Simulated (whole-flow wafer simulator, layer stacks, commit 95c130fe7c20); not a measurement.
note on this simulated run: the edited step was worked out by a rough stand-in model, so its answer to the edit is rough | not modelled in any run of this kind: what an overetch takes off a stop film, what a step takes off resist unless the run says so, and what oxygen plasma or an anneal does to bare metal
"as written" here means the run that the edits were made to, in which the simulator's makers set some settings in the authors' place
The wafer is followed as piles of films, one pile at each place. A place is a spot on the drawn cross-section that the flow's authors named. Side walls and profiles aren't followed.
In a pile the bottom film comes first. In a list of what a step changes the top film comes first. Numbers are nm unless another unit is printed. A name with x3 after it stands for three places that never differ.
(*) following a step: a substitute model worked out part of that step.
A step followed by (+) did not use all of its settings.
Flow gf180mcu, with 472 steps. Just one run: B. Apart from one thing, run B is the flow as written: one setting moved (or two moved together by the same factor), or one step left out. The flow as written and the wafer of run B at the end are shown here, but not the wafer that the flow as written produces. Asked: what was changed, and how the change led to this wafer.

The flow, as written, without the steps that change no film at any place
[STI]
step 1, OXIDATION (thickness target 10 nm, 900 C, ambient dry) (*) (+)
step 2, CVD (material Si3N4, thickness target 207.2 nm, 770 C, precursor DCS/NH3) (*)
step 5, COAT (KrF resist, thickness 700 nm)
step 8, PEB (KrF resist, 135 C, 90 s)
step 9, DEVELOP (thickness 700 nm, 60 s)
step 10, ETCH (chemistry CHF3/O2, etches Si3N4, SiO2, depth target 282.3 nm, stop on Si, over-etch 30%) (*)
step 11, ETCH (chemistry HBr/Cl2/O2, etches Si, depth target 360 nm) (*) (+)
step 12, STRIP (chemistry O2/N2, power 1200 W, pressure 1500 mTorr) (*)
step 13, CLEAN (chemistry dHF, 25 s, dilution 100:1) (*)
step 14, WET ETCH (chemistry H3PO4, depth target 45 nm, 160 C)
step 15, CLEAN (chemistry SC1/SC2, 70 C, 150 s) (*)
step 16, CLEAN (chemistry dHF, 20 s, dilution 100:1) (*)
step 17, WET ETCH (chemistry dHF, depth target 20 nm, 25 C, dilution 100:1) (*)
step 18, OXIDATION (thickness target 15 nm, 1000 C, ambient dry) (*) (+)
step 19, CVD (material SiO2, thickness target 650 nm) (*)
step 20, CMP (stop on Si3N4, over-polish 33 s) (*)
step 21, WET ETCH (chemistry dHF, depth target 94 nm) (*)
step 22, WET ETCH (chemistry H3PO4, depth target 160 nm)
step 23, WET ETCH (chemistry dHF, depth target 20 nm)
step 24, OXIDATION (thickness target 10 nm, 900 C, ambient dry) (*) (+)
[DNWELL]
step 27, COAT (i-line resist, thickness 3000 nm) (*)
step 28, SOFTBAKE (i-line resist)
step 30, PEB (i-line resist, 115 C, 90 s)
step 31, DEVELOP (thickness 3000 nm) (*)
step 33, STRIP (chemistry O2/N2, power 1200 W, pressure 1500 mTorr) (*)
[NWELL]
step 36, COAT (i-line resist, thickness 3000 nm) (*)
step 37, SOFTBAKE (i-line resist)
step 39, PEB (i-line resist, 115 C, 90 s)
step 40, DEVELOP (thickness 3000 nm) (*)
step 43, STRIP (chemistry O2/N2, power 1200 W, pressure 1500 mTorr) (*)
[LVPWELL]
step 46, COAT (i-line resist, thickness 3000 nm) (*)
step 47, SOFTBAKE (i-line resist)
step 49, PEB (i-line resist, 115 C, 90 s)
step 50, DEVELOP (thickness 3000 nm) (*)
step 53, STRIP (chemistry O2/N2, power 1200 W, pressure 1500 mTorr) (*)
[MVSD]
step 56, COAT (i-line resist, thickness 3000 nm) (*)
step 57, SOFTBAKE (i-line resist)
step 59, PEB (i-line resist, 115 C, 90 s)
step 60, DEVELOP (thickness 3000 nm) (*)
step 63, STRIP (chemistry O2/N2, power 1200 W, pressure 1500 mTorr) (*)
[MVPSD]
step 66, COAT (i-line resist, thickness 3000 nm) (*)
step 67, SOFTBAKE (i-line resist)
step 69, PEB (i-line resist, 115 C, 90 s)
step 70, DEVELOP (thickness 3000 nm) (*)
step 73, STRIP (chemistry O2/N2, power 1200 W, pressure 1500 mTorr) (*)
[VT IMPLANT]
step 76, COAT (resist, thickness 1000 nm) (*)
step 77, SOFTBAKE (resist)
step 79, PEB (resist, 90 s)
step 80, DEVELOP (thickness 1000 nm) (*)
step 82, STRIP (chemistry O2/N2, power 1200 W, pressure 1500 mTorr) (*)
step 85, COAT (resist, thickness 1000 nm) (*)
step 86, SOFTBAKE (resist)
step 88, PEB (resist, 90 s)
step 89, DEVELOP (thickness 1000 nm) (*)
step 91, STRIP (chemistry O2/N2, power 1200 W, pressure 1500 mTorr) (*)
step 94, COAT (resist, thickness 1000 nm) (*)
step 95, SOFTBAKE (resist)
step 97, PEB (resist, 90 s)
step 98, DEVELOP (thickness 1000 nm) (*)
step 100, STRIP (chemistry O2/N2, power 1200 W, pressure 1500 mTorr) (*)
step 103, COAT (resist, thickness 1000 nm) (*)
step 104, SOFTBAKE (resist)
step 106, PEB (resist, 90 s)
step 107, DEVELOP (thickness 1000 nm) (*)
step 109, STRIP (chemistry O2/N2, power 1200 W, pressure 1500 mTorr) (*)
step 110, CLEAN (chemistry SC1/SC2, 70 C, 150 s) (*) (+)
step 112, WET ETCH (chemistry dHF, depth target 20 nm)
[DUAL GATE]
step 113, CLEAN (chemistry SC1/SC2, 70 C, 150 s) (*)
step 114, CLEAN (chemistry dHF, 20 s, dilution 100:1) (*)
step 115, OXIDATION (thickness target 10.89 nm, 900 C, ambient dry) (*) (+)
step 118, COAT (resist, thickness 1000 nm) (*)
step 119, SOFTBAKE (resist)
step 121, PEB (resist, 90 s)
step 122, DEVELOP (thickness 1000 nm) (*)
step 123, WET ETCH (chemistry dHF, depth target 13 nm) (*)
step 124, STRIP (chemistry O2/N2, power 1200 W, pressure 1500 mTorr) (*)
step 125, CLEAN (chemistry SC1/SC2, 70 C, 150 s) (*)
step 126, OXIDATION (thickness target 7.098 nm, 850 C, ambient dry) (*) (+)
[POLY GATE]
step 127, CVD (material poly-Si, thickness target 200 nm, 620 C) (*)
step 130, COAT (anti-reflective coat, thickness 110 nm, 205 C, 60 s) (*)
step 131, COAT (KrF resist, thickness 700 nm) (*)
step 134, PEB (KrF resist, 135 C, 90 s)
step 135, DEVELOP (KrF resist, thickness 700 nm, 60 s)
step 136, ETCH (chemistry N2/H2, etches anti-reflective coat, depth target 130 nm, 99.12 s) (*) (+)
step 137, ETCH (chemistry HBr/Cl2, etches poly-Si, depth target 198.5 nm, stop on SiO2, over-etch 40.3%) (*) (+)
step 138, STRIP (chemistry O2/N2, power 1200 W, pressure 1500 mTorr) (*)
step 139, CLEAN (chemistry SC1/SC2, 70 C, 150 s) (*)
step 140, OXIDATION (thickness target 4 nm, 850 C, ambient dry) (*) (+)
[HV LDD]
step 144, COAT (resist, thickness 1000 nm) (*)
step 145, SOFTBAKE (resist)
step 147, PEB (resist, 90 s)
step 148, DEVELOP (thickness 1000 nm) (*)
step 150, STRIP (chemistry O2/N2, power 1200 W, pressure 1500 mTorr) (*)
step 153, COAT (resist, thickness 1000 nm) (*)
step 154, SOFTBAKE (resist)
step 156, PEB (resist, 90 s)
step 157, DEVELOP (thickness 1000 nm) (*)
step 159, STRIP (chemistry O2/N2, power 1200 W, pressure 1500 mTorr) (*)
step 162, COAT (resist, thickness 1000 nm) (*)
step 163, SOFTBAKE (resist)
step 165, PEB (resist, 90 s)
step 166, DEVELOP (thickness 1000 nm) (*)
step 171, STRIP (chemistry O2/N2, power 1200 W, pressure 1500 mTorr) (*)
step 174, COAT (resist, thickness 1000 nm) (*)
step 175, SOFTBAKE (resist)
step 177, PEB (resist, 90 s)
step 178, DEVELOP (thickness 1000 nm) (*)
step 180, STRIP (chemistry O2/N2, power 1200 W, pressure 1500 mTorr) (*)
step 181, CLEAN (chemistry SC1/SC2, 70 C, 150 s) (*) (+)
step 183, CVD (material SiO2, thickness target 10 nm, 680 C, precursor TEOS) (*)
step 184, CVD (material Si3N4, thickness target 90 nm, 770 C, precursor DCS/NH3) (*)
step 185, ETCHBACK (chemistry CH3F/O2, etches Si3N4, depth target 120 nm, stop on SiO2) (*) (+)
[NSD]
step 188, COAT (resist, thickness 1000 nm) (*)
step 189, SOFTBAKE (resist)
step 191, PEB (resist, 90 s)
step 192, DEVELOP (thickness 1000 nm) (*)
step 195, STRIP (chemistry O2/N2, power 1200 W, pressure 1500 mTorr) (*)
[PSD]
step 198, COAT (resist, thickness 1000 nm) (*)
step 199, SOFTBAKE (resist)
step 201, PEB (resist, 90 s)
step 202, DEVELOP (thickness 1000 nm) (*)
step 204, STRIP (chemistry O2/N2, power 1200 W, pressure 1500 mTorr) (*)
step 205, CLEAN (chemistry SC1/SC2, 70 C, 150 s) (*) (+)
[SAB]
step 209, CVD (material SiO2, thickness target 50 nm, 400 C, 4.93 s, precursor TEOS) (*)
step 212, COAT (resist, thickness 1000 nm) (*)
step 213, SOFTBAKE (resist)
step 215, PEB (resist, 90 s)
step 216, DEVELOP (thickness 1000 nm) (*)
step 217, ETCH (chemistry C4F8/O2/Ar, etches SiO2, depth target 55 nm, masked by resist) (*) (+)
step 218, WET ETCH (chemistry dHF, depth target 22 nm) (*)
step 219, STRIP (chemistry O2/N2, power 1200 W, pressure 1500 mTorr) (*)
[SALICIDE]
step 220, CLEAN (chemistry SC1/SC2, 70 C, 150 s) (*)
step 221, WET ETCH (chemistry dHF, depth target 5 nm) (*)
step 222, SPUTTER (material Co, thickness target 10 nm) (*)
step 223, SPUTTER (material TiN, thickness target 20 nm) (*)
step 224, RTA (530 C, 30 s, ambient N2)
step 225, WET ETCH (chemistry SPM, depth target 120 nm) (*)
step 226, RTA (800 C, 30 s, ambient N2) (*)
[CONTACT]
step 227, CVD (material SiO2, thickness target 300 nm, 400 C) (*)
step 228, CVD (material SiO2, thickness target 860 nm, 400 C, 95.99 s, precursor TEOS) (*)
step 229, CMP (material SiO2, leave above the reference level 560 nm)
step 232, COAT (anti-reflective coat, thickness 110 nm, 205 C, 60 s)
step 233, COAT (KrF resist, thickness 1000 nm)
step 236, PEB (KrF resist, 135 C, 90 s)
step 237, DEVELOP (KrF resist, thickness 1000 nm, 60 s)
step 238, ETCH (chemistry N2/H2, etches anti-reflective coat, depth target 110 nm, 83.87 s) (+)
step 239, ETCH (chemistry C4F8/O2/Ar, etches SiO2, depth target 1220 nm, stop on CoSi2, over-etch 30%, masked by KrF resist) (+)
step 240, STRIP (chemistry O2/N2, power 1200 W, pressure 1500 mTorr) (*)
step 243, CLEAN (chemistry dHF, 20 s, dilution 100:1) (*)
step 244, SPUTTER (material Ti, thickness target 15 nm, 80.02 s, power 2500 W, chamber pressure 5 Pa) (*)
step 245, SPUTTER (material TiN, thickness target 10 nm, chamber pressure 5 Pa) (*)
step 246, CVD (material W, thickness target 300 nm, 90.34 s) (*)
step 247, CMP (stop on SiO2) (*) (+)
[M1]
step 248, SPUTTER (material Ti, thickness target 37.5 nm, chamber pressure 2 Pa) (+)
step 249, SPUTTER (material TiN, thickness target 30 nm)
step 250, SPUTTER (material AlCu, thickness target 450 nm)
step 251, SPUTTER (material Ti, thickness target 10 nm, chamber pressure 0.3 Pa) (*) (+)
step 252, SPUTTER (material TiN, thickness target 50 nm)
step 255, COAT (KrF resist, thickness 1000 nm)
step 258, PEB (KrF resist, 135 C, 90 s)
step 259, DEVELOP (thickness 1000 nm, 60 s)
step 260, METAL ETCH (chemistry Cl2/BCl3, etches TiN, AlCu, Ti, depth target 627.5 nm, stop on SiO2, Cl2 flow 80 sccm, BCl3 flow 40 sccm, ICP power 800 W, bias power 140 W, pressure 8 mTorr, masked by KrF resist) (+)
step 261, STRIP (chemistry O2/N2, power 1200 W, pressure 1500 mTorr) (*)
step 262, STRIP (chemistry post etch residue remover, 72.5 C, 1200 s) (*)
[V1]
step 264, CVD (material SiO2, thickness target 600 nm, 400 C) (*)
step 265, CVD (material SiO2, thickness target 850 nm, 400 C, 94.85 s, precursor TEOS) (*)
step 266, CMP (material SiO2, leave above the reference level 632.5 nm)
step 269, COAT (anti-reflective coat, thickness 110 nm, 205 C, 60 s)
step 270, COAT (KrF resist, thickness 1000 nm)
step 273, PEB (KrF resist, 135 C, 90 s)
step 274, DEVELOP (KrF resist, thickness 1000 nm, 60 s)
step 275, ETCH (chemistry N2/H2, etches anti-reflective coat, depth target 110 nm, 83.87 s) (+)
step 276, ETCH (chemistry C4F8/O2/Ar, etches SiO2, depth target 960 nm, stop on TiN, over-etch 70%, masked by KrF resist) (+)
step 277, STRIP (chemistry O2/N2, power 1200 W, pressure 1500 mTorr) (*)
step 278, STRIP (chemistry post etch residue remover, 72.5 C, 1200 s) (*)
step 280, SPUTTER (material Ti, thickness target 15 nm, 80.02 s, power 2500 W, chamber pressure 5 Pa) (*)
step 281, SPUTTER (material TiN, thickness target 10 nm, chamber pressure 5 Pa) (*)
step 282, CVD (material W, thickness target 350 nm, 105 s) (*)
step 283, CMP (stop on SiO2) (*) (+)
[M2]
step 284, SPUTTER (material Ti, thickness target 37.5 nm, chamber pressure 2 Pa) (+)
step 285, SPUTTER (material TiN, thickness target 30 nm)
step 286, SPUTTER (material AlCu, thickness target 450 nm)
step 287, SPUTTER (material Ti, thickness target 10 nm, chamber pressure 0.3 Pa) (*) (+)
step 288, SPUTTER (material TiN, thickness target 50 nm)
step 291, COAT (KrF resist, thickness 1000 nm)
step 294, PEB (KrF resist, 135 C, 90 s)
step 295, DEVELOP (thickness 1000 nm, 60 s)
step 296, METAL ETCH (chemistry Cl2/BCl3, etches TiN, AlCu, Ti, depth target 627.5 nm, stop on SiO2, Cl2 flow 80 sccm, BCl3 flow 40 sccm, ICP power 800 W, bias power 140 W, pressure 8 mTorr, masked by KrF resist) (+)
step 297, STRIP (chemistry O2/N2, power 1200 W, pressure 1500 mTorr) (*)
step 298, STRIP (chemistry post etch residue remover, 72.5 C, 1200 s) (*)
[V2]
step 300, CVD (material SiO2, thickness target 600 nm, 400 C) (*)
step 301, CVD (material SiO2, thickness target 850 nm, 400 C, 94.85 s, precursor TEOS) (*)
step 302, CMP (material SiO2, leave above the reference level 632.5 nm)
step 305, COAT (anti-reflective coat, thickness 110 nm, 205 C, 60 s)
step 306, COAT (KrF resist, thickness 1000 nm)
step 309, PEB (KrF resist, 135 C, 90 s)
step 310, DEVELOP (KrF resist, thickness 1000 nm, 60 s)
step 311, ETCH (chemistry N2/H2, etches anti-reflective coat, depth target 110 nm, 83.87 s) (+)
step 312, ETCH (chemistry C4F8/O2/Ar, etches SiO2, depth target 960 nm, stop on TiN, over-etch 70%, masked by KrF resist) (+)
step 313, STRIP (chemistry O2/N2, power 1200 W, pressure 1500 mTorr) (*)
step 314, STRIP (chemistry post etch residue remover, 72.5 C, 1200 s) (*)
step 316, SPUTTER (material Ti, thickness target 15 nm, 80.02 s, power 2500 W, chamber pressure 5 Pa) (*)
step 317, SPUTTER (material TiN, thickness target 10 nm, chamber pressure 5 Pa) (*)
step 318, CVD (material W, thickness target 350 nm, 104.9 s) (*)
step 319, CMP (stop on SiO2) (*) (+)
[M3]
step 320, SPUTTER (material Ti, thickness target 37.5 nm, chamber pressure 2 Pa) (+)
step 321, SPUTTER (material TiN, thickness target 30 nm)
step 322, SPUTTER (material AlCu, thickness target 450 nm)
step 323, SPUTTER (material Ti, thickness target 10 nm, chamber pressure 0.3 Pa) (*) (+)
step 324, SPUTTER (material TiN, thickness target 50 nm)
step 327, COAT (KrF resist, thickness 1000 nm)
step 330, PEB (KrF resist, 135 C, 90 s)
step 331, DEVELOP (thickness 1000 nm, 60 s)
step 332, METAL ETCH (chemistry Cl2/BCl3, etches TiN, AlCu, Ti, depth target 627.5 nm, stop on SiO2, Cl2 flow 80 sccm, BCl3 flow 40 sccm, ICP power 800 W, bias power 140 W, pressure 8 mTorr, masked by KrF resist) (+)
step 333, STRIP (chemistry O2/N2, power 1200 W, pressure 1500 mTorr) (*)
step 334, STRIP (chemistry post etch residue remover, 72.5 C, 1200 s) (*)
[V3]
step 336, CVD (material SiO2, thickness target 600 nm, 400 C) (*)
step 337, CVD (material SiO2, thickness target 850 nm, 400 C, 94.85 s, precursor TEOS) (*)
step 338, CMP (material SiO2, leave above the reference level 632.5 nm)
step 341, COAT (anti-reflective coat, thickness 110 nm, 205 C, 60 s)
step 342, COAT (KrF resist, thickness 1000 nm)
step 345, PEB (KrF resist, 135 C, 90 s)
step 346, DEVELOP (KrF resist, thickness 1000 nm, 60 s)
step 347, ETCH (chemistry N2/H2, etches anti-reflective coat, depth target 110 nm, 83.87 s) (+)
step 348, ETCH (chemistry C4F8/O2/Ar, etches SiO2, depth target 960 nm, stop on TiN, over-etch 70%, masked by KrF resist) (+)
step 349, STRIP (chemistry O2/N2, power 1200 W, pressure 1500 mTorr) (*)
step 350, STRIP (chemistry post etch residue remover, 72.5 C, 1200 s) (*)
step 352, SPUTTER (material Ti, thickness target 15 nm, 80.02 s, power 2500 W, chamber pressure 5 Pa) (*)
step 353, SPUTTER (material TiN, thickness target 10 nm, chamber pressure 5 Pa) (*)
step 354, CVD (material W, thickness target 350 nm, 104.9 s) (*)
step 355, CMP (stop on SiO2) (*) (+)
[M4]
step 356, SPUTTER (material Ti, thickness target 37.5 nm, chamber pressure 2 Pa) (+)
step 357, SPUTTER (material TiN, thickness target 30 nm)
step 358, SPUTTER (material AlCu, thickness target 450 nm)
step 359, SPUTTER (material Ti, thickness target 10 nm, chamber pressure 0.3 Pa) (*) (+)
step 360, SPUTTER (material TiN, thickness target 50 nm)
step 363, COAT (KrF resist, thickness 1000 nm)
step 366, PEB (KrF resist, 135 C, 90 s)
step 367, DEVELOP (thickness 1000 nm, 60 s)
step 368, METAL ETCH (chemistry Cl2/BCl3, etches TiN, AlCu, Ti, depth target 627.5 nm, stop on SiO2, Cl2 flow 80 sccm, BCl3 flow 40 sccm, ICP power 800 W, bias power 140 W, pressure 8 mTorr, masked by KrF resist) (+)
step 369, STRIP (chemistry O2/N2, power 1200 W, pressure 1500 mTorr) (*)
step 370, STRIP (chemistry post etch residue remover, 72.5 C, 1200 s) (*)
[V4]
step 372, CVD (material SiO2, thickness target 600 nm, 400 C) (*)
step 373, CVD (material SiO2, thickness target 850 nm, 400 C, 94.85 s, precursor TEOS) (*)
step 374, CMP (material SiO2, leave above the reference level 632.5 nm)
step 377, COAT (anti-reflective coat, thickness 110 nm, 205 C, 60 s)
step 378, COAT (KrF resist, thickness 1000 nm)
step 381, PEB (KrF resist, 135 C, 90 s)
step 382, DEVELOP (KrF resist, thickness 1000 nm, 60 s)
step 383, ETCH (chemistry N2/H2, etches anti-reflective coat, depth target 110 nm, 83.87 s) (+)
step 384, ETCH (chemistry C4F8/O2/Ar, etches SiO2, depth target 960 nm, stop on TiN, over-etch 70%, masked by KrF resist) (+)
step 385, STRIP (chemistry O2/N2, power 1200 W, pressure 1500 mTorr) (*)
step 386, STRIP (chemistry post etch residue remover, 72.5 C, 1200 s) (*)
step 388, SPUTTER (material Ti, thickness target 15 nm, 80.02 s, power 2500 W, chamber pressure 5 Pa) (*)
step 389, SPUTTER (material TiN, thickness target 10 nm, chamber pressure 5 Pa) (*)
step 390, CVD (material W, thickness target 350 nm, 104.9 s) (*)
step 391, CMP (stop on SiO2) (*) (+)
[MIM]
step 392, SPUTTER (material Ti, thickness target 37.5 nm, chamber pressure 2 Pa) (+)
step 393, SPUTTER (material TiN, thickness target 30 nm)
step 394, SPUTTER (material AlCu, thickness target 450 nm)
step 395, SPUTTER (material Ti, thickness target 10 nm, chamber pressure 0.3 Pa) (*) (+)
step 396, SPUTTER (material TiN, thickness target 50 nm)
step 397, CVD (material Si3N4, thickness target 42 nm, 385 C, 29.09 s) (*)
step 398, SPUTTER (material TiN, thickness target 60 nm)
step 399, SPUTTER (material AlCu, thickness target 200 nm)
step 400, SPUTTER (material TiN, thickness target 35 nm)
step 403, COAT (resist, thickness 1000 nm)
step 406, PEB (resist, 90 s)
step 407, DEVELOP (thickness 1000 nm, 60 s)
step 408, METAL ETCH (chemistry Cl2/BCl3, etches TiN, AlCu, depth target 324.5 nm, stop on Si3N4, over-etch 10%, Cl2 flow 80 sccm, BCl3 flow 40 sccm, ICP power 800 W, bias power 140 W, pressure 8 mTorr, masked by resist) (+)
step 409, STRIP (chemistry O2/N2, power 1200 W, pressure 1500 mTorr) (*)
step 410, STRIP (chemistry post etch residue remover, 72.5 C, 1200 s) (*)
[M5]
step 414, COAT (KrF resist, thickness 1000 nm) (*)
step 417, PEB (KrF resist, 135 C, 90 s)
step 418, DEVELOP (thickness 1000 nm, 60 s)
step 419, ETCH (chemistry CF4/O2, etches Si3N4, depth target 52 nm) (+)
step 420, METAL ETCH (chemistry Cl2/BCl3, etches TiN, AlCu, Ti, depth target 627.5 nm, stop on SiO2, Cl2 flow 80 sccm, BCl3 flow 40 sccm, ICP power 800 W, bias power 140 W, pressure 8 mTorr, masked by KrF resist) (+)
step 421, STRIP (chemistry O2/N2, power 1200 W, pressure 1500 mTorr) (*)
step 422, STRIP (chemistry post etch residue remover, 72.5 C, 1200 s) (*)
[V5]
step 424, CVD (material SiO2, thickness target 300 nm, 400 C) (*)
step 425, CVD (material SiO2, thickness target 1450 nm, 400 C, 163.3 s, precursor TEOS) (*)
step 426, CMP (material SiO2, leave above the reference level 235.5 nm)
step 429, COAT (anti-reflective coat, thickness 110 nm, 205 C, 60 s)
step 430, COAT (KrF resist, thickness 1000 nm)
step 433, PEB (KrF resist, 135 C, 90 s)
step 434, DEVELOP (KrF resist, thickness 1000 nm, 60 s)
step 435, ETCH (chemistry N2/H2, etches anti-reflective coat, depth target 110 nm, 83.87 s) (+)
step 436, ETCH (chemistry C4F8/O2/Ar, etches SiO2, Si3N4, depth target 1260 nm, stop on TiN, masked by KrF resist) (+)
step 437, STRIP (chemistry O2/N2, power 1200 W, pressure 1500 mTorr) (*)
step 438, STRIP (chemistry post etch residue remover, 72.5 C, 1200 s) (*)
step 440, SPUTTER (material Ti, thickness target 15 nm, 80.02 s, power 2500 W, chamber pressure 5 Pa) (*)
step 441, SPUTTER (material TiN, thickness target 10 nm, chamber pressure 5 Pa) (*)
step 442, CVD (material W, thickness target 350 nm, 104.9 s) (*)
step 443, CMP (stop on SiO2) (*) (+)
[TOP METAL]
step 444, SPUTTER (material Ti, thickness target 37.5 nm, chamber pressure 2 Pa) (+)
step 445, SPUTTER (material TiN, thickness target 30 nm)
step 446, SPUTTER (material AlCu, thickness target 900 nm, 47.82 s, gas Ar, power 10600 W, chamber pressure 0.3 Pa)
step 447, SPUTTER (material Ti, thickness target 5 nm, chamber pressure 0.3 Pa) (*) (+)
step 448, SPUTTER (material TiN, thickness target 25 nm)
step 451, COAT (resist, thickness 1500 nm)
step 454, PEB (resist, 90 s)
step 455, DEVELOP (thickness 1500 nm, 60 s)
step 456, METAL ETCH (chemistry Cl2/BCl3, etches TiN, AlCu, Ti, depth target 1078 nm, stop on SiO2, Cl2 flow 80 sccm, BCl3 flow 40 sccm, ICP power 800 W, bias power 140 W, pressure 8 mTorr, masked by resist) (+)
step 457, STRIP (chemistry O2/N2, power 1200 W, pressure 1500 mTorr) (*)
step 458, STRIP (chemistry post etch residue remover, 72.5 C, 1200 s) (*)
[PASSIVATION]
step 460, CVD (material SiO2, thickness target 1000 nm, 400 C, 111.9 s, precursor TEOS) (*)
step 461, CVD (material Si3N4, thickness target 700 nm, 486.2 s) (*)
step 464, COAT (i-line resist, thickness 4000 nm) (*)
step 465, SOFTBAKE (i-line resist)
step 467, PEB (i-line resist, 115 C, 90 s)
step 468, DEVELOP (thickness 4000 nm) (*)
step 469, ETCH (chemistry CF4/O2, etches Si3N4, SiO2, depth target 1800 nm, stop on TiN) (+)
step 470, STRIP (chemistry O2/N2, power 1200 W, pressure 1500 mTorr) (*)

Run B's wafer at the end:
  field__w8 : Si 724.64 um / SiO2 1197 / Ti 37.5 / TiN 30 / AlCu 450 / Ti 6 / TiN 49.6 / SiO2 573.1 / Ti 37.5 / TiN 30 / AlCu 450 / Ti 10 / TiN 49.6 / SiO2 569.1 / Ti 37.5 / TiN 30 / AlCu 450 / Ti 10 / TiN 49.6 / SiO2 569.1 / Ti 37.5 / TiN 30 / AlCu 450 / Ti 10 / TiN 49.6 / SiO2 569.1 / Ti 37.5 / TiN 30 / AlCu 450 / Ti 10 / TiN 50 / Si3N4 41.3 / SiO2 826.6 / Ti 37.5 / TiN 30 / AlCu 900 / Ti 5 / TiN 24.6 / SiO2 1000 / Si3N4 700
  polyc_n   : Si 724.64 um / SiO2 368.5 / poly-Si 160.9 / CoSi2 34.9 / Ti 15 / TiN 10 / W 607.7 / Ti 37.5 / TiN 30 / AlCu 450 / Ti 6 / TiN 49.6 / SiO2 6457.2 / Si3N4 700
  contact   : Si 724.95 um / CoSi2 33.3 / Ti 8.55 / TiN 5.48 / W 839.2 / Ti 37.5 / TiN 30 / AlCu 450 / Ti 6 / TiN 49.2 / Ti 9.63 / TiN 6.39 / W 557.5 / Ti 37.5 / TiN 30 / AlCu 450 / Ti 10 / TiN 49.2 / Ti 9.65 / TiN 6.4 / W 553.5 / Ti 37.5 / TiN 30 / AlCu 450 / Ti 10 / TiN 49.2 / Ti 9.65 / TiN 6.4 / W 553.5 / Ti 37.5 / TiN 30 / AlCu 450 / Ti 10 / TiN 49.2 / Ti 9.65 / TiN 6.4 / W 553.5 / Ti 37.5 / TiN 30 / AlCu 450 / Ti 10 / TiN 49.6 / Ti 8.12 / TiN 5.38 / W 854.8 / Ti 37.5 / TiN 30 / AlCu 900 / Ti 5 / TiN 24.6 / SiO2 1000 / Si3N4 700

Cause: step 251, SPUTTER: thickness target 6 nm was run, whereas the flow has thickness target 10 nm.
The wafer itself shows it: field__w8 has Ti 6, and step 251 as written asks for 10 nm.

Step by step, how the change led to this:
  step 251, SPUTTER (material Ti, thickness target 10 nm, chamber pressure 0.3 Pa) (*) (+)
      field, field__w1, field__w2 and 108 more: Ti gains 6 (new film) (it would be, as written: Ti gains 10 (new film))
  step 260, METAL ETCH (chemistry Cl2/BCl3, etches TiN, AlCu, Ti, depth target 627.5 nm, stop on SiO2, Cl2 flow 80 sccm, BCl3 flow 40 sccm, ICP power 800 W, bias power 140 W, pressure 8 mTorr, masked by KrF resist) (+)
      field, field__w1, field__w2 and 99 more: TiN loses 50 (all of it), Ti loses 6 (all of it), AlCu loses 450 (all of it), TiN loses 30 (all of it), Ti loses 37.5 (all of it) (it would be, as written: TiN loses 50 (all of it), Ti loses 10 (all of it), AlCu loses 450 (all of it), TiN loses 30 (all of it), Ti loses 37.5 (all of it))
